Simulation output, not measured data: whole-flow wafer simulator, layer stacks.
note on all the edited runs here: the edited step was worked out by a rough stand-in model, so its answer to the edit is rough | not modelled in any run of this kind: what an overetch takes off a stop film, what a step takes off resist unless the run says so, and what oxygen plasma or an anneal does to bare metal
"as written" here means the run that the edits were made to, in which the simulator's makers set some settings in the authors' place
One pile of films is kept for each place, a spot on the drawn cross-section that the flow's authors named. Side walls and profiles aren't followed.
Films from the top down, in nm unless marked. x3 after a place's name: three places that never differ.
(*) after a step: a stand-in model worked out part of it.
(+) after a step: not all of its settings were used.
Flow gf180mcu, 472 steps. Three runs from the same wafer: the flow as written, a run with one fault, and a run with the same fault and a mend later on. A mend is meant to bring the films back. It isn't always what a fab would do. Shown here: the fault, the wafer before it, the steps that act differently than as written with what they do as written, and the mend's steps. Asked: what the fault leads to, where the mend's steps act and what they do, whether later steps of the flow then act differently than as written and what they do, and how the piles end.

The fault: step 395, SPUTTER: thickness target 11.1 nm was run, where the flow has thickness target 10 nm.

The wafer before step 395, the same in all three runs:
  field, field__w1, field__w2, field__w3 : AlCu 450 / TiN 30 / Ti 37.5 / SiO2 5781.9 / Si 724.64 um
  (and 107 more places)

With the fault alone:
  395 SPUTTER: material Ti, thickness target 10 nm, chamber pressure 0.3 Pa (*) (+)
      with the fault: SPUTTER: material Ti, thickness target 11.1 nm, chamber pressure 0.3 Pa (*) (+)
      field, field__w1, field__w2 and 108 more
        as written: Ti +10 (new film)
        with the fault: Ti +11.1 (new film)
  Later steps of the flow that act differently than as written (1 more step differs only slightly, by at most 2% or 0.5 nm, whichever is larger, and isn't shown):
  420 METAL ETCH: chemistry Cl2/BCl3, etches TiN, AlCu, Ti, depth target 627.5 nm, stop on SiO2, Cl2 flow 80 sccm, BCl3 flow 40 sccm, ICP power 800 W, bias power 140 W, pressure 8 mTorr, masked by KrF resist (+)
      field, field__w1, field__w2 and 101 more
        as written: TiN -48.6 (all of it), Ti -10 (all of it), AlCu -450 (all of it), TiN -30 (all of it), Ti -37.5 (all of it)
        with the fault: TiN -48.6 (all of it), Ti -11.1 (all of it), AlCu -450 (all of it), TiN -30 (all of it), Ti -37.5 (all of it)
  At the end the piles differ from the flow's by more than 2% or 0.5 nm, whichever is larger, at field__w4, field__w8, contact, m1, m1__w1, mim, mim_1p0, m1_nw.
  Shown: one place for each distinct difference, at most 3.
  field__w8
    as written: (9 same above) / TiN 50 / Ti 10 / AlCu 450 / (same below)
    with the fault: (9 same above) / TiN 50 / Ti 11.1 / AlCu 450 / (same below)
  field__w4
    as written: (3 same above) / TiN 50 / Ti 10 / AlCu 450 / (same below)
    with the fault: (3 same above) / TiN 50 / Ti 11.1 / AlCu 450 / (same below)
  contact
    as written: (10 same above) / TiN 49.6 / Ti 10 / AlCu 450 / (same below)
    with the fault: (10 same above) / TiN 49.6 / Ti 11.1 / AlCu 450 / (same below)

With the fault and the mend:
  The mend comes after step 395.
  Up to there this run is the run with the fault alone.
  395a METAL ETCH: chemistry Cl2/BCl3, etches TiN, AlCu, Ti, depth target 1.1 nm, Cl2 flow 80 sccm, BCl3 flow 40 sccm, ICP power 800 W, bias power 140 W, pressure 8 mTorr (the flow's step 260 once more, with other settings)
      field, field__w1, field__w2 and 108 more
        Ti -1.1
  No later step of the flow acts differently than as written at any place that is followed.
  At the end the piles are the same as the flow's at every place that both follow.
